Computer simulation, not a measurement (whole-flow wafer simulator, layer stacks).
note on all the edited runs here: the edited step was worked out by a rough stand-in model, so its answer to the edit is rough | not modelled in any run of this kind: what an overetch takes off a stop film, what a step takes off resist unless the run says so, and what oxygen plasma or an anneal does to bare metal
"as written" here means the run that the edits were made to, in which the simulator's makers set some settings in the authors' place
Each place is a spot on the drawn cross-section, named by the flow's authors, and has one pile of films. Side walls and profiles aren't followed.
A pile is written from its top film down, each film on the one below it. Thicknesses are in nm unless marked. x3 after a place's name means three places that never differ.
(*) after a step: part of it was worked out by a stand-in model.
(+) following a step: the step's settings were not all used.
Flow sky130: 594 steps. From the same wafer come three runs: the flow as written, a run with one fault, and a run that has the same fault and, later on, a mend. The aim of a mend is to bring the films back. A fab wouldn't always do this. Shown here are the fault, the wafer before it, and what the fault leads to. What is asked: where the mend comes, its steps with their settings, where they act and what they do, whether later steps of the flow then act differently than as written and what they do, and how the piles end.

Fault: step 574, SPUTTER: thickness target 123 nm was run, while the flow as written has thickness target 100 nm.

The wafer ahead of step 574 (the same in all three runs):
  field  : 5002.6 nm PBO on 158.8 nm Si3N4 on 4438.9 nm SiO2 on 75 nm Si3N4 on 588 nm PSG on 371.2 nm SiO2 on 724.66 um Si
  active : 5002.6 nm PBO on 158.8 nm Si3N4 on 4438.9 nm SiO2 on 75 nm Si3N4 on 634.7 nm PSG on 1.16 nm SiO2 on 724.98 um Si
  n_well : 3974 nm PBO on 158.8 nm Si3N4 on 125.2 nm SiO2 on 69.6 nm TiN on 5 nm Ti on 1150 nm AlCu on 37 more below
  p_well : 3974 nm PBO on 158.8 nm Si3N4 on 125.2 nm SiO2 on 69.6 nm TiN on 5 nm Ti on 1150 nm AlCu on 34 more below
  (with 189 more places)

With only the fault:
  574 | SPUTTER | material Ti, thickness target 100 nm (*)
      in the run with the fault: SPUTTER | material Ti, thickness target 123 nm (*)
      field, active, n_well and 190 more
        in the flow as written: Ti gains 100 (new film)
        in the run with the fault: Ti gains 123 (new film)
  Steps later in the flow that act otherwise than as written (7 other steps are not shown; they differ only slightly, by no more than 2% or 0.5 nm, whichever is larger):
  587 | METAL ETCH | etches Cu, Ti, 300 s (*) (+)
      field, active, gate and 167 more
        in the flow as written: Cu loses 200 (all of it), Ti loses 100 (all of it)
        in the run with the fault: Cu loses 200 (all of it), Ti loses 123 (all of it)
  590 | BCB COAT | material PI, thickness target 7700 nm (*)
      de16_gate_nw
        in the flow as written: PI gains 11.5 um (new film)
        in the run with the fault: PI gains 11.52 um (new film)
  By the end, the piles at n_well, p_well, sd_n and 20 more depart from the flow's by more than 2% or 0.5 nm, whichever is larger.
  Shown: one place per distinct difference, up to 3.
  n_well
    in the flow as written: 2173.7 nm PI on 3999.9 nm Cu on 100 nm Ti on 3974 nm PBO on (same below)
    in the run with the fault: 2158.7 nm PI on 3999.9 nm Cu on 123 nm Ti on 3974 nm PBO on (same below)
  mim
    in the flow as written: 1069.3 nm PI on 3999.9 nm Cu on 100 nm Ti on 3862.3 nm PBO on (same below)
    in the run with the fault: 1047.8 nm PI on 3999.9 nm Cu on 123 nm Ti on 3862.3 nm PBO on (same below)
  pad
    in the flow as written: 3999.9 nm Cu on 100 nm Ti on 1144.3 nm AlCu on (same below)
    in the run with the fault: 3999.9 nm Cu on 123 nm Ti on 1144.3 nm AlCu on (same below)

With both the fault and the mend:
  The mend stands after step 574.
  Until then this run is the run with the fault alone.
  574a | ETCH | chemistry CF4/O2, etches Si3N4, SiO2, TiN, Ti, depth target 23 nm (the flow's step 554 again, with other settings)
      field, active, n_well and 190 more
        Ti loses 23
  Every later step of the flow that is run acts as written, at every place that is followed, to within 2% or 0.5 nm, whichever is larger.
  By the end, the piles equal the flow's at every place that both follow.
